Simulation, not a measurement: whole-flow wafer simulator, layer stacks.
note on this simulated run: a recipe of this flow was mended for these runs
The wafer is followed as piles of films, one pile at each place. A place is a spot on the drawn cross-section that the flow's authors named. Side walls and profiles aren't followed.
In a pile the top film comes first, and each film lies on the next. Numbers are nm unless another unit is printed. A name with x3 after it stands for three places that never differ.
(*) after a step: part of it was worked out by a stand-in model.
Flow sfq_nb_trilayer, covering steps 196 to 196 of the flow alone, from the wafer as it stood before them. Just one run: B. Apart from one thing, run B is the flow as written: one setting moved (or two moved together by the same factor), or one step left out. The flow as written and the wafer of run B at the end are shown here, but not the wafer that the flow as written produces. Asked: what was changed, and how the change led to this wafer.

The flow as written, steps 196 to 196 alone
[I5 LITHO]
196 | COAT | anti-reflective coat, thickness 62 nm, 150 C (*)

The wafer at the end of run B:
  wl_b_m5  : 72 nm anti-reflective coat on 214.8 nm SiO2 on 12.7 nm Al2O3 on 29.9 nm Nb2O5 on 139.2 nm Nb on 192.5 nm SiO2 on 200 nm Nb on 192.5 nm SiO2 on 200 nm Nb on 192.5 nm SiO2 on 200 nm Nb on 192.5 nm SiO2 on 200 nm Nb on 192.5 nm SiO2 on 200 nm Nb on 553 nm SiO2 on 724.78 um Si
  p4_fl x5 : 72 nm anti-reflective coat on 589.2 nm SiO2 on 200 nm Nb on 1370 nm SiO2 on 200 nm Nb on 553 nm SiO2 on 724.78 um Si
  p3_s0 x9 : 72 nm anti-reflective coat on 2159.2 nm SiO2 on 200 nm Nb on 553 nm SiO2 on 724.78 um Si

The reason: step 196, COAT: thickness 72 nm was run, whereas the flow has thickness 62 nm.
The wafer lets one read it off: wl_b_m5 has anti-reflective coat 72, and step 196 as written asks for 62 nm.

The path from the change to this, step by step:
  196 | COAT | anti-reflective coat, thickness 62 nm, 150 C (*)
      p4_fl x5, p4_w1 x9, p3_s0 x9 and 41 more: +72 anti-reflective coat (new film) (in the flow as written it would be: +62 anti-reflective coat (new film))
      via_wl, via_w, via_wr, via_sp, l0_sur, l0v: +72.3 anti-reflective coat (new film) (in the flow as written it would be: +62.3 anti-reflective coat (new film))
      (as well as at 36 more places)
